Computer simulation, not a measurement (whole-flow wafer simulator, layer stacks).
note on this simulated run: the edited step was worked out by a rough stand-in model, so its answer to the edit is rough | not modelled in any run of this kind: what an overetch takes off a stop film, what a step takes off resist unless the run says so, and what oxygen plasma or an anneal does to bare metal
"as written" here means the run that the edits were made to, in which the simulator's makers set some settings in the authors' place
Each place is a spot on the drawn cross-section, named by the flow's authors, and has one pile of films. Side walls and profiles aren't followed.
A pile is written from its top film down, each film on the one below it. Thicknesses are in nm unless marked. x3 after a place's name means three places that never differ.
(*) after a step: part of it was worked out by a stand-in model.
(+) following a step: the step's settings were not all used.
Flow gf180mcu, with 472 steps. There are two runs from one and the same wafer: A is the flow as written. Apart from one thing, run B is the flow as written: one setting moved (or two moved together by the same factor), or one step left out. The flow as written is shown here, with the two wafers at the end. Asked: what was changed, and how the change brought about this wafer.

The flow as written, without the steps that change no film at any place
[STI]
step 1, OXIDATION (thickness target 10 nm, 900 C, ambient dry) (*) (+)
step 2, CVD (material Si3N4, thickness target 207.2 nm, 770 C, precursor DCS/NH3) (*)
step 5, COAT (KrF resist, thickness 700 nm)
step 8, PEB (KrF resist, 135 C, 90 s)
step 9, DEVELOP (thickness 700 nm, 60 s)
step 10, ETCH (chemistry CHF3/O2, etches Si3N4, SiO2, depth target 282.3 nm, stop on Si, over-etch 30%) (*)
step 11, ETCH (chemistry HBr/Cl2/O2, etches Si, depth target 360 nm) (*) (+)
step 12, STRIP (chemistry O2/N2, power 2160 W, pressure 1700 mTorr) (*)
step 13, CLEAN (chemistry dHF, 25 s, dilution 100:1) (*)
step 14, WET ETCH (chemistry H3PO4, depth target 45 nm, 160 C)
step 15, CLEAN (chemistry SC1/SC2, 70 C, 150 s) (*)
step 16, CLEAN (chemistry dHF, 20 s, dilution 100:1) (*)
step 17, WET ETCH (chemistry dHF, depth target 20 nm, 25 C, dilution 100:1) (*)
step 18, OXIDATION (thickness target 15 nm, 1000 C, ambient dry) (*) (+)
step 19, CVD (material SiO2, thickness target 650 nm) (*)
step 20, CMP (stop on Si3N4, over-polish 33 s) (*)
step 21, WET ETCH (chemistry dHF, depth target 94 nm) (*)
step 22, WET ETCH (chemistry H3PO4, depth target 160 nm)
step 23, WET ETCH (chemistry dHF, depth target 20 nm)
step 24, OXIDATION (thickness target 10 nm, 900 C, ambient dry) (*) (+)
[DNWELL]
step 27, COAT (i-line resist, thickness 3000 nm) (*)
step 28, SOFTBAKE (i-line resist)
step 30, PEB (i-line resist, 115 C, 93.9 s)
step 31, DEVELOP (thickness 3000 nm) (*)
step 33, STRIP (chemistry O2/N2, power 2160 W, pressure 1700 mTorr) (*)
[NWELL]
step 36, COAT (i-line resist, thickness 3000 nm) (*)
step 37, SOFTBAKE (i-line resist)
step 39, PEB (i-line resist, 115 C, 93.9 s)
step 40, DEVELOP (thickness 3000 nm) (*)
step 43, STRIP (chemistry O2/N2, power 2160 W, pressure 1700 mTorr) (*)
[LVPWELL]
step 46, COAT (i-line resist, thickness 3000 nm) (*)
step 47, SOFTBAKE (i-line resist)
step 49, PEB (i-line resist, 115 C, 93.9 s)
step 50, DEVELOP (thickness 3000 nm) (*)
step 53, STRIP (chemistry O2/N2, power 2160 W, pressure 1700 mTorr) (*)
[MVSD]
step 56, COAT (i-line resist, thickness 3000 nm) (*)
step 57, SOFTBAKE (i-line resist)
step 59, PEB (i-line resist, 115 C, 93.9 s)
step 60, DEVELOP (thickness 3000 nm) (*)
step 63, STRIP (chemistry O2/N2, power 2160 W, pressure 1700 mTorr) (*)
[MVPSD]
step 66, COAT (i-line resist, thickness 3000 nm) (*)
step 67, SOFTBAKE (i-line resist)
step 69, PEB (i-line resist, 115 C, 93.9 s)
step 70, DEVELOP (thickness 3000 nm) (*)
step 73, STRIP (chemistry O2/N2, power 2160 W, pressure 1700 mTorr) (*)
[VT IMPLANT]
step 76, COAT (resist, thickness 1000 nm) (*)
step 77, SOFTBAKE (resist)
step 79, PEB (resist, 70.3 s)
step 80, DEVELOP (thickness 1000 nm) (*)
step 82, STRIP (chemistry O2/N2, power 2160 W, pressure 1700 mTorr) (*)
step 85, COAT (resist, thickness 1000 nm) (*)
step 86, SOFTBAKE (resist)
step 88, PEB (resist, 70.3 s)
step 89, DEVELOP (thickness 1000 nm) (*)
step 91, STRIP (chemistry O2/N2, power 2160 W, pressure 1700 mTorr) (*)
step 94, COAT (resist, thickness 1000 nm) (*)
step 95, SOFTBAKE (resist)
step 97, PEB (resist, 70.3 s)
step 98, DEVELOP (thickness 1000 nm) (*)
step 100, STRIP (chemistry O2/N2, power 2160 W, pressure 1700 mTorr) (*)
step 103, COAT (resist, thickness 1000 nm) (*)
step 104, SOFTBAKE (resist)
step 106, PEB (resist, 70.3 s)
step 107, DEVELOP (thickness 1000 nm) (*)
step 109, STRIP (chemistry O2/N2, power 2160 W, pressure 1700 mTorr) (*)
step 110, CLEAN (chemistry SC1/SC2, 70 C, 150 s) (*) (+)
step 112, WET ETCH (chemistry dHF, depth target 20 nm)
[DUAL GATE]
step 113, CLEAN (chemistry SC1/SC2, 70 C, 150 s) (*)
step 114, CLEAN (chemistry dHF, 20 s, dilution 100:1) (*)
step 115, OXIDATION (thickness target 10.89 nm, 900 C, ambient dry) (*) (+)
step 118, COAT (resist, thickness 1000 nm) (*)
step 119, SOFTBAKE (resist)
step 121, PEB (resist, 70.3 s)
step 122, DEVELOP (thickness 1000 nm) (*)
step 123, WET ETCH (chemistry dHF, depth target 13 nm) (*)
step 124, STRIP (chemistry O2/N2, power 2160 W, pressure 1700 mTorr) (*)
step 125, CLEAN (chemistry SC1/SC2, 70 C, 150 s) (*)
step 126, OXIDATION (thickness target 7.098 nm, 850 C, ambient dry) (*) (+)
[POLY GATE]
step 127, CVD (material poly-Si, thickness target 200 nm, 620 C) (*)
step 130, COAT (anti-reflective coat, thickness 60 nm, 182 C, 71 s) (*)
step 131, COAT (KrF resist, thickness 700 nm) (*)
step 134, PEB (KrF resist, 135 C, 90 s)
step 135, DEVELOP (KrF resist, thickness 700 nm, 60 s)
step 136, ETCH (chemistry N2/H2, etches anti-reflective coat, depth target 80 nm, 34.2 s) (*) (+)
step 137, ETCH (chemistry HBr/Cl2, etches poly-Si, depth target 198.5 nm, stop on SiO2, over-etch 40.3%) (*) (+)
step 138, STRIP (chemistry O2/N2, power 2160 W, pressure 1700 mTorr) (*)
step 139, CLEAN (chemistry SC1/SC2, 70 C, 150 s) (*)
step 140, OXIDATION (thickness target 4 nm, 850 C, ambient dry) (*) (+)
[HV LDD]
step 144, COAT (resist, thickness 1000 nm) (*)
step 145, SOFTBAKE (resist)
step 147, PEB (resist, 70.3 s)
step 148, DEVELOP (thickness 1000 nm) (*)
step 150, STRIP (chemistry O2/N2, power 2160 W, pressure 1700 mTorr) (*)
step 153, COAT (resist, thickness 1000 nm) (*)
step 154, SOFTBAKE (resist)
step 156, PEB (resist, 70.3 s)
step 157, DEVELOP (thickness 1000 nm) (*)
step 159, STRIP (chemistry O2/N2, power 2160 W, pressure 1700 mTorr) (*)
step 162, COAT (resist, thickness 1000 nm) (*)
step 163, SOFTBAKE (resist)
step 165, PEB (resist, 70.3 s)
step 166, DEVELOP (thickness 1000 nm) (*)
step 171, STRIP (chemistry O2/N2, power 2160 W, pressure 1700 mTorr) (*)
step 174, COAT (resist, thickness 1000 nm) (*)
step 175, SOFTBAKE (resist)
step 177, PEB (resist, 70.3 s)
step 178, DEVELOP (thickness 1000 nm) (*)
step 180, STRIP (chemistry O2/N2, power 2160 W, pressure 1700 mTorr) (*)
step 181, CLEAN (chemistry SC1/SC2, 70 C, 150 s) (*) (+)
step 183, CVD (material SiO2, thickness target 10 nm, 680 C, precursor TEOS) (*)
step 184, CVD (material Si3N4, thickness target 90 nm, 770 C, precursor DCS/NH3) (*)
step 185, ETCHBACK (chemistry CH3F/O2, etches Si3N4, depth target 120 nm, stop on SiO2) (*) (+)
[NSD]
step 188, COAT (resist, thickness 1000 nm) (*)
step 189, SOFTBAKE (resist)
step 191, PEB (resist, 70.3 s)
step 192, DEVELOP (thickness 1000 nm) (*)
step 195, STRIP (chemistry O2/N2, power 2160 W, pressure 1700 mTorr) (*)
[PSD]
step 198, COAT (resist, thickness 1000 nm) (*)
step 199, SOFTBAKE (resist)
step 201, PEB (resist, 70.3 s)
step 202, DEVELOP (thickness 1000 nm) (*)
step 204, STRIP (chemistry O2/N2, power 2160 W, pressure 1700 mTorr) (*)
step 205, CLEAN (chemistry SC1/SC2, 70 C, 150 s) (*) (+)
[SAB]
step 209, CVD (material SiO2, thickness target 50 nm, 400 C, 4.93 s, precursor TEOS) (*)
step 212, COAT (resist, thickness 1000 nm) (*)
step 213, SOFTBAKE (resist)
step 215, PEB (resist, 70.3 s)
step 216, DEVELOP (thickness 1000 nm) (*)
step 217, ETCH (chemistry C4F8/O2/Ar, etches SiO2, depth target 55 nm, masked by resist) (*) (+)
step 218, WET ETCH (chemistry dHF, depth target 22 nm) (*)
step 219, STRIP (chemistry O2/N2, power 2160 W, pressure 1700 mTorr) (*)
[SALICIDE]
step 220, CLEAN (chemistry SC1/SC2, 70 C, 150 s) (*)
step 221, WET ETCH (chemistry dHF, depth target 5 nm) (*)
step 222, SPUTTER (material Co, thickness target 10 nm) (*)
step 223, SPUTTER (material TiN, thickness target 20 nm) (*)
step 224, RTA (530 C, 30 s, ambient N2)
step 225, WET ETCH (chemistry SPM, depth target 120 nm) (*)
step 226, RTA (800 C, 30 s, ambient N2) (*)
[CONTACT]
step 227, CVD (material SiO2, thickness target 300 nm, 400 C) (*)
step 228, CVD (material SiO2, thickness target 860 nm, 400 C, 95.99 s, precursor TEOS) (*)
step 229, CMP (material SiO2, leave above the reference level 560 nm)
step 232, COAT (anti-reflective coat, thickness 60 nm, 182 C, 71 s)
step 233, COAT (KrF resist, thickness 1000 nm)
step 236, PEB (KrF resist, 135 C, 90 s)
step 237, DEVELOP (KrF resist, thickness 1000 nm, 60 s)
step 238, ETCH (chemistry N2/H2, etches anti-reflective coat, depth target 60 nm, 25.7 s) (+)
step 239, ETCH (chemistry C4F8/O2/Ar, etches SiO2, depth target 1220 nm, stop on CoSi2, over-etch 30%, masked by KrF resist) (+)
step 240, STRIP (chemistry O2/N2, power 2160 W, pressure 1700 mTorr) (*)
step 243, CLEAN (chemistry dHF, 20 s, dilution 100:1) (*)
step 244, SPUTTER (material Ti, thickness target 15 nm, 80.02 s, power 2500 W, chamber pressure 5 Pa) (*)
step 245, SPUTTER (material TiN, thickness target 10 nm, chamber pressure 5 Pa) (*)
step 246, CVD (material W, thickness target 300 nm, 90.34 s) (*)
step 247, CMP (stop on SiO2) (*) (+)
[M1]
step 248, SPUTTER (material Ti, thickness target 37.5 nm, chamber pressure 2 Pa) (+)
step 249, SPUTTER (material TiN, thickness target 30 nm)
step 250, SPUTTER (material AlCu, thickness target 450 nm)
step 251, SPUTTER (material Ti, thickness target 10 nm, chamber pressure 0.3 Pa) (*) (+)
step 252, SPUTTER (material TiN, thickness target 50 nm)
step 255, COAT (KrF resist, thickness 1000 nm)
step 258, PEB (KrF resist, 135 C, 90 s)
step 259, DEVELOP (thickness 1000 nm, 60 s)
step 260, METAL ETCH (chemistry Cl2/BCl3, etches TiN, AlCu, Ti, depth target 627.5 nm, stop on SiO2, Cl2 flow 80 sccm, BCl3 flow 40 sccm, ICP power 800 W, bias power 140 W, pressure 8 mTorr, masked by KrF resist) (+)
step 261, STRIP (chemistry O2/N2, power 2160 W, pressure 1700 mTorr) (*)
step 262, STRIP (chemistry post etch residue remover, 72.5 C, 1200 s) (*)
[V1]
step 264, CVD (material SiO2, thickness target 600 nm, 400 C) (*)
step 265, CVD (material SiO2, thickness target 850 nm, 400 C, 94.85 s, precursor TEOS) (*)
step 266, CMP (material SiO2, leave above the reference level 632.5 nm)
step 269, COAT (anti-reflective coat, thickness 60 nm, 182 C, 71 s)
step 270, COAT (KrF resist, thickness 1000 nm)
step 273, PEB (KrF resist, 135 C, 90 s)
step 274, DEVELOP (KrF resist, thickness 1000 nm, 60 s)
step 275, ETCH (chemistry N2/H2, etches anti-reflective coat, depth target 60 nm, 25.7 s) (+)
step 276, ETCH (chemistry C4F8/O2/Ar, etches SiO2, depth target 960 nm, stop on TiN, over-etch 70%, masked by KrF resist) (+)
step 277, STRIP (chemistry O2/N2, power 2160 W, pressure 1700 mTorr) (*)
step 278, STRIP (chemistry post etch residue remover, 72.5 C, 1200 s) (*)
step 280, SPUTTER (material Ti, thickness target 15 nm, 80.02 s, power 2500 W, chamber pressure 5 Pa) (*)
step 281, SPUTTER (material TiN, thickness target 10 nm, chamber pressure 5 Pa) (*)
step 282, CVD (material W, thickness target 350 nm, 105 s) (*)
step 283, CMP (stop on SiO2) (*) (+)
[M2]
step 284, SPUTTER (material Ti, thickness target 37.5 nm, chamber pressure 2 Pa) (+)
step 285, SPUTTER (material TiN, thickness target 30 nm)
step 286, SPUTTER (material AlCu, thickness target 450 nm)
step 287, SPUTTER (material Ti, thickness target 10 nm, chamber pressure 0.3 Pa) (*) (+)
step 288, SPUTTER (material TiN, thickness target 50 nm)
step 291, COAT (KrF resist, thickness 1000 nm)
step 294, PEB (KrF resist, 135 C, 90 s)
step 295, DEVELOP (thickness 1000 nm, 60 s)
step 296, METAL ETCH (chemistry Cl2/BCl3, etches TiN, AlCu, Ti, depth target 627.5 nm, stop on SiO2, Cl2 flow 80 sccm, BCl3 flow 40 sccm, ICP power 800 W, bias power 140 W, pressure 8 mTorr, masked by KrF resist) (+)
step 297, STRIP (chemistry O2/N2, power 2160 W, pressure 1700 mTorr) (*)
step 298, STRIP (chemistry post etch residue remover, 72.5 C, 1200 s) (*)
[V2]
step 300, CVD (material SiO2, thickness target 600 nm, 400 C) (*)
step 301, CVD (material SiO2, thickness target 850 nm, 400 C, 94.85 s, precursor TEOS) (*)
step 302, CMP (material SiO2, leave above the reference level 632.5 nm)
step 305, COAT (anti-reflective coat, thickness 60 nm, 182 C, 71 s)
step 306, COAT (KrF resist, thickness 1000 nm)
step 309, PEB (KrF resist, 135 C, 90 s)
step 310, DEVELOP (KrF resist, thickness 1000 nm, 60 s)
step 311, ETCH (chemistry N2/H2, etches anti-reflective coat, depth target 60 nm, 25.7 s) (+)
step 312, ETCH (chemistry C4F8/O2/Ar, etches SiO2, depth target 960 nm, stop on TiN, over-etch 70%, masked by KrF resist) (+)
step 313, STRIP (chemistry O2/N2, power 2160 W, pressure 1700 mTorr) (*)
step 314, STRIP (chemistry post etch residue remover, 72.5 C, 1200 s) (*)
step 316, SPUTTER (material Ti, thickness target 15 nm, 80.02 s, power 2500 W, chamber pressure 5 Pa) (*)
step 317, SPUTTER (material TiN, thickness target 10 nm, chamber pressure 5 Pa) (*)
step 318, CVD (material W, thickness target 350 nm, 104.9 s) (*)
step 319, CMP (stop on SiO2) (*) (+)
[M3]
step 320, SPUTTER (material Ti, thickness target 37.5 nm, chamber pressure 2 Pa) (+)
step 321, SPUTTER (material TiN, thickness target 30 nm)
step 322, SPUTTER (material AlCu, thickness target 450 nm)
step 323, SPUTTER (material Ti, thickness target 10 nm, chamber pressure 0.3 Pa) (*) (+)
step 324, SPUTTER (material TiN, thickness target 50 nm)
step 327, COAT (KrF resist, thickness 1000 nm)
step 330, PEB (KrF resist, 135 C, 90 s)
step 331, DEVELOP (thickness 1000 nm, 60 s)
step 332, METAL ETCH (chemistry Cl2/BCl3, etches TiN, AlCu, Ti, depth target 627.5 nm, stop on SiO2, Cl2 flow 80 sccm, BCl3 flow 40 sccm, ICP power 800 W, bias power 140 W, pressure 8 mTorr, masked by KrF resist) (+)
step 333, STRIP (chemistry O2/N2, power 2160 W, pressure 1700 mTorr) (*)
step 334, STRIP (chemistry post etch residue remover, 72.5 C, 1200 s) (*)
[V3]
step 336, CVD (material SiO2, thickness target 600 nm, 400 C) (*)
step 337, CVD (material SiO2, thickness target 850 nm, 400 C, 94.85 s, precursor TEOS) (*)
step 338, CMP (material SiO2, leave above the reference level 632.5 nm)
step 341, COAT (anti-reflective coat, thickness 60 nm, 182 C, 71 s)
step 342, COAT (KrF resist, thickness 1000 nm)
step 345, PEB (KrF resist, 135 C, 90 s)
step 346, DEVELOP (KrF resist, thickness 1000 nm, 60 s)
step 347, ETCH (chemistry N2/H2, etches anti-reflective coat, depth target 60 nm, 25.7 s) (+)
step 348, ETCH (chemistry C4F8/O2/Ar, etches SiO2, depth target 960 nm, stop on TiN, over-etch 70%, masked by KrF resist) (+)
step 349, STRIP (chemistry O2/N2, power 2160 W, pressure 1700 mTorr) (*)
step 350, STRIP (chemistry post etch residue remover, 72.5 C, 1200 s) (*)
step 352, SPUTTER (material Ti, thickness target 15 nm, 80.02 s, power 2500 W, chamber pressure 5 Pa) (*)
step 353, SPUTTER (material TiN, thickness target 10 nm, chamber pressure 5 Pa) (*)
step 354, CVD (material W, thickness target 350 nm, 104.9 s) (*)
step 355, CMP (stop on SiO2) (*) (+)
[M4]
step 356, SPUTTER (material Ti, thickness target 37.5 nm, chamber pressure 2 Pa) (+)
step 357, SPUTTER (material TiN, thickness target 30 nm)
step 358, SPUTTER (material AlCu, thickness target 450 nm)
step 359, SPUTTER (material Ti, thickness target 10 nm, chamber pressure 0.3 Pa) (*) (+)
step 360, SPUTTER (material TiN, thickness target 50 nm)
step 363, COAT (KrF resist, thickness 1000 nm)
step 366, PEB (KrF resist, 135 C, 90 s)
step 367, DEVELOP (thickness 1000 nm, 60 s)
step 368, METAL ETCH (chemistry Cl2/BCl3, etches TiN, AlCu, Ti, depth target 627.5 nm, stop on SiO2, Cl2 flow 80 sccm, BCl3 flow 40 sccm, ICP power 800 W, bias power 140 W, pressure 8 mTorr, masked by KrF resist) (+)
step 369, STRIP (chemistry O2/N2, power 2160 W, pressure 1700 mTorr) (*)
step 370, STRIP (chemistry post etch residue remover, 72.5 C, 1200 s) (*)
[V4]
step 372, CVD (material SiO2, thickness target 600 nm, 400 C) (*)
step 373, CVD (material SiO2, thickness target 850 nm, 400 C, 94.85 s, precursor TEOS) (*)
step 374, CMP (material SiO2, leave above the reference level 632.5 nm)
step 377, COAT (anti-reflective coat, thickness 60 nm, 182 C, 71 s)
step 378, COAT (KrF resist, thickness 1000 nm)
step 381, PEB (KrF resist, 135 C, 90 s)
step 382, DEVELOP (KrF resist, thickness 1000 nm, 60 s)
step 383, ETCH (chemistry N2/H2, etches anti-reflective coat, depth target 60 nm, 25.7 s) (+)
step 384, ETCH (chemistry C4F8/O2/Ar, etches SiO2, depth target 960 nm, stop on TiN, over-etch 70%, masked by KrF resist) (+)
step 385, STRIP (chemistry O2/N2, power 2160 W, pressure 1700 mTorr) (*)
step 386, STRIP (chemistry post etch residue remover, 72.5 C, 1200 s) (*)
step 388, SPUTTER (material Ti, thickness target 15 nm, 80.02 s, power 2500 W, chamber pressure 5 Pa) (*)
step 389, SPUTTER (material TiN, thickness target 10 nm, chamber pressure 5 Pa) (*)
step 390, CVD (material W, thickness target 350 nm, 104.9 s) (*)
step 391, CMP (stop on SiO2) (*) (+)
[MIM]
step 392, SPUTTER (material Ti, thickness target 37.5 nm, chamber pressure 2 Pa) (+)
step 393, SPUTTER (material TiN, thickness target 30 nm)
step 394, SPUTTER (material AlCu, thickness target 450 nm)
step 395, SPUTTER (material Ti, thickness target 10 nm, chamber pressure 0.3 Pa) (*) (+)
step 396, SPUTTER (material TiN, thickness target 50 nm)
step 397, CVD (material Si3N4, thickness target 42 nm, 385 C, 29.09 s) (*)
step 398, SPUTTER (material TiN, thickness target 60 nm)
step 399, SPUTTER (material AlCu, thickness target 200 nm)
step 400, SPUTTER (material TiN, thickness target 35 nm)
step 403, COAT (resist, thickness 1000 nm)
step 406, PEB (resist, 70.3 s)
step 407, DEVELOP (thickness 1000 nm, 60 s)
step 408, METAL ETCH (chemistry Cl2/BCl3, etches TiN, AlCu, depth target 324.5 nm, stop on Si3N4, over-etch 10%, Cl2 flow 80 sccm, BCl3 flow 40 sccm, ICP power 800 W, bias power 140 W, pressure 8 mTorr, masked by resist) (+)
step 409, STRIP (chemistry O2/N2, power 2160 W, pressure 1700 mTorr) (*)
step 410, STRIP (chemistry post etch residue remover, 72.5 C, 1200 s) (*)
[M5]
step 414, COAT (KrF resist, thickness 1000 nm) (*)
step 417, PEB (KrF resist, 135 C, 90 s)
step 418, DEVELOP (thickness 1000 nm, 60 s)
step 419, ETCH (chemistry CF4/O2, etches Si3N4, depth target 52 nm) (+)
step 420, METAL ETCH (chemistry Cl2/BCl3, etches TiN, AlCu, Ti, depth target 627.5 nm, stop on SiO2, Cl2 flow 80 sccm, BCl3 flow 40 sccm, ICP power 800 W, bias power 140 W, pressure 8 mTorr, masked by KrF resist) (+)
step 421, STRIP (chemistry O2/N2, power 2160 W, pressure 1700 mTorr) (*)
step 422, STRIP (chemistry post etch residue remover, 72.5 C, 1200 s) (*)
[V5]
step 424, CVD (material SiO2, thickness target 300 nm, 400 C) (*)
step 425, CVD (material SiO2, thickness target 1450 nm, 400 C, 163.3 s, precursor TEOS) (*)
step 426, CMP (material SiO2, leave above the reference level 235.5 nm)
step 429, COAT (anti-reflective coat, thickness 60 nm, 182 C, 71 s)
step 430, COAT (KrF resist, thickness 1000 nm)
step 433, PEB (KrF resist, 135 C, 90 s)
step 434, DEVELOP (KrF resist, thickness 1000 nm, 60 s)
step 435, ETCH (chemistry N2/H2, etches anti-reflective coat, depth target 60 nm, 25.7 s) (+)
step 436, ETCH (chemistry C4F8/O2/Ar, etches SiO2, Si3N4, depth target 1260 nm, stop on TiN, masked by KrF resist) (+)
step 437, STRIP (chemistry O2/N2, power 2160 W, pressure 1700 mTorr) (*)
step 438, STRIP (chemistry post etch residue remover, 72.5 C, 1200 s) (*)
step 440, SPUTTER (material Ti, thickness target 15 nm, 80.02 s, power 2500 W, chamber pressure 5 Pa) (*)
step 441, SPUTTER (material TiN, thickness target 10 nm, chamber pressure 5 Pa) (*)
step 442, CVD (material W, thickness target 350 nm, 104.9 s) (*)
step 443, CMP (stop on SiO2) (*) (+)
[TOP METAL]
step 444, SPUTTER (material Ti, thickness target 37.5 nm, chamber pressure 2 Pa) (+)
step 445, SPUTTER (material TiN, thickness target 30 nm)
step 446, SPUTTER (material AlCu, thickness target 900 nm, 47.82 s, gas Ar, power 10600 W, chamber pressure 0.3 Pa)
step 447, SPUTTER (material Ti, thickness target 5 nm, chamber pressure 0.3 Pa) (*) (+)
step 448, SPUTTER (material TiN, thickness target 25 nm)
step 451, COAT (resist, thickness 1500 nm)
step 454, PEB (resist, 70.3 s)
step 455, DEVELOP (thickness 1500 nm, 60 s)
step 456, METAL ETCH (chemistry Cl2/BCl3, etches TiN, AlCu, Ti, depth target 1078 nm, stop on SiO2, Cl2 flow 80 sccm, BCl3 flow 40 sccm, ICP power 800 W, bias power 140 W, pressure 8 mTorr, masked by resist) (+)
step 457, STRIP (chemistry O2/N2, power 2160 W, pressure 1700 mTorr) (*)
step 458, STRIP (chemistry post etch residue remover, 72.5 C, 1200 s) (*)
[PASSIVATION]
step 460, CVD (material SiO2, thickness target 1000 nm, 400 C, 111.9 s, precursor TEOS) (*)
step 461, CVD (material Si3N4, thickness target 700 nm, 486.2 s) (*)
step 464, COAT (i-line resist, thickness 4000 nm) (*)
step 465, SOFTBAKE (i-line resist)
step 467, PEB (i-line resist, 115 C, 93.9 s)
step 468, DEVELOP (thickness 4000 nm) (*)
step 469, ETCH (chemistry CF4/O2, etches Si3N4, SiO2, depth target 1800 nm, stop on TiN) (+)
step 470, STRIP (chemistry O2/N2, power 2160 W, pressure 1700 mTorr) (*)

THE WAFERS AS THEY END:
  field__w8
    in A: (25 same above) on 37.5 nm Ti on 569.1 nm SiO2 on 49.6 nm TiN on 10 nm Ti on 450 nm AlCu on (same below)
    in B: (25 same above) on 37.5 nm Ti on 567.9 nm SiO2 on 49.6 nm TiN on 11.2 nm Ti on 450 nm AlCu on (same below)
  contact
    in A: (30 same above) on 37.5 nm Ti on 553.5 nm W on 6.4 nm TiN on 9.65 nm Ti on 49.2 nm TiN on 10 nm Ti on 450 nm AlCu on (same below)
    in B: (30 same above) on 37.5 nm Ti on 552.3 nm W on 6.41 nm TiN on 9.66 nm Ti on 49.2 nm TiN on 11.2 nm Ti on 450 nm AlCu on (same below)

Cause: step 287, SPUTTER: thickness target 11.2 nm was run, whereas the flow has thickness target 10 nm.
The wafer itself shows it: field__w8 has Ti 11.2, and step 287 as written asks for 10 nm.

Step by step, how the change led to this:
  step 287, SPUTTER (material Ti, thickness target 10 nm, chamber pressure 0.3 Pa) (*) (+)
      field, field__w1, field__w2 and 108 more: A Ti gains 10 (new film) | B Ti gains 11.2 (new film)
  step 296, METAL ETCH (chemistry Cl2/BCl3, etches TiN, AlCu, Ti, depth target 627.5 nm, stop on SiO2, Cl2 flow 80 sccm, BCl3 flow 40 sccm, ICP power 800 W, bias power 140 W, pressure 8 mTorr, masked by KrF resist) (+)
      field, field__w1, field__w2 and 103 more: A TiN loses 50 (all of it), Ti loses 10 (all of it), AlCu loses 450 (all of it), TiN loses 30 (all of it), Ti loses 37.5 (all of it) | B TiN loses 50 (all of it), Ti loses 11.2 (all of it), AlCu loses 450 (all of it), TiN loses 30 (all of it), Ti loses 37.5 (all of it)
